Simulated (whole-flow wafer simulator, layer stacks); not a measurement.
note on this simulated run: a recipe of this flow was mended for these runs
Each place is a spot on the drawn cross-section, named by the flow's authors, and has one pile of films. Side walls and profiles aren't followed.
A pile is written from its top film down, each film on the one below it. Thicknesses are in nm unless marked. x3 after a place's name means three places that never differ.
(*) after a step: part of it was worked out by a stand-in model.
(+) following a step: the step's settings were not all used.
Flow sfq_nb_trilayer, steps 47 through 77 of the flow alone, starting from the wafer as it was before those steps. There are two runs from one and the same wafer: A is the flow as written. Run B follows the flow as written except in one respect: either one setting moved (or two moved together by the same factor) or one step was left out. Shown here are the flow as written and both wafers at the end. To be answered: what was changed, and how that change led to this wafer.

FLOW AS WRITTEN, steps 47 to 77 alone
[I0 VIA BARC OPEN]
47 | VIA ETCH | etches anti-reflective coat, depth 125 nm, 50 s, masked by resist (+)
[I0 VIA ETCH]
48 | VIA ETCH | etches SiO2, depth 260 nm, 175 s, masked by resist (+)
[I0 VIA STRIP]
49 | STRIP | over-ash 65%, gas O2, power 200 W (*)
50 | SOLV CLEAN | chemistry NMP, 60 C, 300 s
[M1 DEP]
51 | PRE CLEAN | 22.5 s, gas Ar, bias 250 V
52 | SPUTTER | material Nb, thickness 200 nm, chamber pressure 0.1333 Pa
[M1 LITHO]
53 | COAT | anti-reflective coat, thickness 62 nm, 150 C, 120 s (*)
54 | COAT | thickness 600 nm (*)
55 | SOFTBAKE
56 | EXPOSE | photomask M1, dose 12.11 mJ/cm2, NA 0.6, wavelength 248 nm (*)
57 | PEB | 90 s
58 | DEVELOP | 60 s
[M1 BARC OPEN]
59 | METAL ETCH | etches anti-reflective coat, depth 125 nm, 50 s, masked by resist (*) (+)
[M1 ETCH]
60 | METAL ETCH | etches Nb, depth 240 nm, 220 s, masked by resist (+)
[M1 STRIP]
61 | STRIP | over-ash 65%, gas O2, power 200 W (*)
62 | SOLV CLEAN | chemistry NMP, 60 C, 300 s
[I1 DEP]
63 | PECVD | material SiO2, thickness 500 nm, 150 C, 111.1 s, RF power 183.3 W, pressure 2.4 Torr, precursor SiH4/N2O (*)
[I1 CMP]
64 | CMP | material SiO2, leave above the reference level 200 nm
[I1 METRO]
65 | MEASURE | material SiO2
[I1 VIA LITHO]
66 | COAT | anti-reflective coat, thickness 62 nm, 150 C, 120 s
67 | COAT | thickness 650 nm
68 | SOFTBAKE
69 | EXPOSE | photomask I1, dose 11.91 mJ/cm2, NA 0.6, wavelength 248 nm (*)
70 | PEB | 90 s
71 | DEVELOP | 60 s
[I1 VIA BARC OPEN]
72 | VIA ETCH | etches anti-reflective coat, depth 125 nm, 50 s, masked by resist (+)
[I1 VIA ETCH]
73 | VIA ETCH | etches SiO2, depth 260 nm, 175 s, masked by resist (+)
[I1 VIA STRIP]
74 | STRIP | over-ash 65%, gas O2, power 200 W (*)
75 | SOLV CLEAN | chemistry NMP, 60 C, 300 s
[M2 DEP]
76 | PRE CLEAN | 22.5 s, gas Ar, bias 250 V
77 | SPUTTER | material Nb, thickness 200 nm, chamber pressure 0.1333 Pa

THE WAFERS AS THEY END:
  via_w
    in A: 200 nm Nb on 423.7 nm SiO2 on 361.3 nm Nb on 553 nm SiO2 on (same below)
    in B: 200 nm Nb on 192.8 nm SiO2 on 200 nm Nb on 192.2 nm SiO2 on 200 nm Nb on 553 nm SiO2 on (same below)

What caused this: step 48, VIA ETCH: etches SiO2, depth 260 nm, 175 s, masked by resist (+), was not run.

How this came from the change, step by step:
  49 | STRIP | over-ash 65%, gas O2, power 200 W (*)
      field_l, v_sur, via_wl and 102 more: A -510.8 KrF-resist-other-grade (all of it), -62 anti-reflective coat (all of it) | B -555.7 KrF-resist-other-grade (all of it), -62 anti-reflective coat (all of it)
  51 | PRE CLEAN | 22.5 s, gas Ar, bias 250 V
      via_w: A -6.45 Nb | B -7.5 SiO2
  52 | SPUTTER | material Nb, thickness 200 nm, chamber pressure 0.1333 Pa
      via_w: A +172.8 Nb | B +200 Nb (new film)
  53 | COAT | anti-reflective coat, thickness 62 nm, 150 C, 120 s (*)
      field_l: A +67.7 anti-reflective coat (new film) | B +62 anti-reflective coat (new film)
      v_sur: A +45.6 anti-reflective coat (new film) | B +61.9 anti-reflective coat (new film)
      (as well as at 6 more places)
  54 | COAT | thickness 600 nm (*)
      field_l: A +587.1 KrF-resist-other-grade (new film) | B +600 KrF-resist-other-grade (new film)
      via_wl: A +617.7 KrF-resist-other-grade (new film) | B +600 KrF-resist-other-grade (new film)
      (as well as at 2 more places)
  58 | DEVELOP | 60 s
      field_l: A -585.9 KrF-resist-other-grade (all of it) | B -598.7 KrF-resist-other-grade (all of it)
  59 | METAL ETCH | etches anti-reflective coat, depth 125 nm, 50 s, masked by resist (*) (+)
      field_l: A -67.7 anti-reflective coat (all of it) | B -62 anti-reflective coat (all of it)
  61 | STRIP | over-ash 65%, gas O2, power 200 W (*)
      v_sur: A -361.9 KrF-resist-other-grade (all of it), -45.6 anti-reflective coat (all of it) | B -364.6 KrF-resist-other-grade (all of it), -61.9 anti-reflective coat (all of it)
      via_wl: A -382.3 KrF-resist-other-grade (all of it), -16.2 anti-reflective coat (all of it) | B -364.6 KrF-resist-other-grade (all of it), -61.9 anti-reflective coat (all of it)
      (as well as at 5 more places)
  63 | PECVD | material SiO2, thickness 500 nm, 150 C, 111.1 s, RF power 183.3 W, pressure 2.4 Torr, precursor SiH4/N2O (*)
      via_w: A +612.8 SiO2 (new film) | B +500 SiO2 (new film)
  64 | CMP | material SiO2, leave above the reference level 200 nm
      via_w: A -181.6 SiO2 | B -299.7 SiO2
If metal films that touch count as one body, via_w has 3 bodies (between them, from the top down: SiO2 192.8; SiO2 192.2); the flow as written gives 2 bodies (between them, from the top down: SiO2 423.7).
